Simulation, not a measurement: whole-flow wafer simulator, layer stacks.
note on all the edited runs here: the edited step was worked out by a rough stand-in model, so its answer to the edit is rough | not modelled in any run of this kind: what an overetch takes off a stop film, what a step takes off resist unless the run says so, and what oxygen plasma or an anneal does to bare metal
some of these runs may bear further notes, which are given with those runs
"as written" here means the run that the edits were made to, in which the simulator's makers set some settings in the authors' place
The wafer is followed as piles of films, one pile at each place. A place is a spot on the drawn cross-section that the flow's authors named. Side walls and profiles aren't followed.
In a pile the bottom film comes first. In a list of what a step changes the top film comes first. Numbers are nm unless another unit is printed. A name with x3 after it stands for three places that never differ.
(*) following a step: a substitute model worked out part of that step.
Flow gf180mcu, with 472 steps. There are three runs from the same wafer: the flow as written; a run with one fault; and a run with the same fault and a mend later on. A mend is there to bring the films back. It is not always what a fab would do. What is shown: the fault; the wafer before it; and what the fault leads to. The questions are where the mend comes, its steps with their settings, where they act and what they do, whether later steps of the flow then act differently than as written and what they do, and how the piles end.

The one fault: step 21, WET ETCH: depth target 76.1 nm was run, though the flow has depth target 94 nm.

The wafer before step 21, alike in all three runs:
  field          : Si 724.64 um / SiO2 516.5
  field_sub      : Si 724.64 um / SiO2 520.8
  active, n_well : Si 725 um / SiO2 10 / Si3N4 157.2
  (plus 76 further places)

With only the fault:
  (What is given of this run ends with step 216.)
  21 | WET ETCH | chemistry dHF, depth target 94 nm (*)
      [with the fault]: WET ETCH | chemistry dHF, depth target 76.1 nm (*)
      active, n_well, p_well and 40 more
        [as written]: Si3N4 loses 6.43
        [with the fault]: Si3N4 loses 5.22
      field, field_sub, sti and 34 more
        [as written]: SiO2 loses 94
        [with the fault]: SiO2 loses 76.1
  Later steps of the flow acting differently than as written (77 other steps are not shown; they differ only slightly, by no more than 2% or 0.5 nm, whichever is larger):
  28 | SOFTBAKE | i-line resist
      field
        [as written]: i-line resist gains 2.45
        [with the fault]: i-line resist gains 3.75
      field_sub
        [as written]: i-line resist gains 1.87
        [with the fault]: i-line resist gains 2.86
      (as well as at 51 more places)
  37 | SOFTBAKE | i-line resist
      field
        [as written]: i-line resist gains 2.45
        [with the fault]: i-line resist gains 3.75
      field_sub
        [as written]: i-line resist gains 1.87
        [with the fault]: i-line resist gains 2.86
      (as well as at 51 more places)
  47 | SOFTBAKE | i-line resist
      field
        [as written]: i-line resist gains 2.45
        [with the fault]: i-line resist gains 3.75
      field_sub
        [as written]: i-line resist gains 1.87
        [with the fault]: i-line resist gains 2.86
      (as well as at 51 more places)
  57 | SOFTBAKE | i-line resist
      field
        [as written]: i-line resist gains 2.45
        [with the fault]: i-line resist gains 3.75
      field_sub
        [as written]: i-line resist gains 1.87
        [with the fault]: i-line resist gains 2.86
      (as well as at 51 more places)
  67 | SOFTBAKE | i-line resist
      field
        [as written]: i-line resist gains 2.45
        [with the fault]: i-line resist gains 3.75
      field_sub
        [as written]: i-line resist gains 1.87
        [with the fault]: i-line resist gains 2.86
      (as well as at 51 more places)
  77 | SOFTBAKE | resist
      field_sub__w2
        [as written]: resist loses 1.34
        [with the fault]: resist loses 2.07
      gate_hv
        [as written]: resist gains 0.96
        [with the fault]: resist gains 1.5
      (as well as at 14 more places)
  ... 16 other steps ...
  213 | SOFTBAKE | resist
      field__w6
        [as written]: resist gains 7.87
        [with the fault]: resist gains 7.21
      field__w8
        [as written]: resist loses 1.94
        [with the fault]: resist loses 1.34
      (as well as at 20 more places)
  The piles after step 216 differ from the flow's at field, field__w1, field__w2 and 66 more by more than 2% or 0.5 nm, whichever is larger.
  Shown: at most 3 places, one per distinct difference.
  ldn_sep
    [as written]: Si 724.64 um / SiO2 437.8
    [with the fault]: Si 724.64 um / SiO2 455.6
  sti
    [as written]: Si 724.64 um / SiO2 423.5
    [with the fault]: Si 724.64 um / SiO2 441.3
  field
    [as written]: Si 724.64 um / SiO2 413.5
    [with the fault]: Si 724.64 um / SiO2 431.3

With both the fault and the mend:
  The mend follows step 21.
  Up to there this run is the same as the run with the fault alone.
  21a | WET ETCH | chemistry dHF, depth target 17.9 nm (the flow's step 21 again, with other settings)
      field, field_sub, sti and 34 more
        SiO2 loses 17.9
  None of the later steps of the flow differs from how it acts as written, at any place that is followed, by more than 2% or 0.5 nm, whichever is larger.
  The piles end the same as the flow's at every place that both follow.
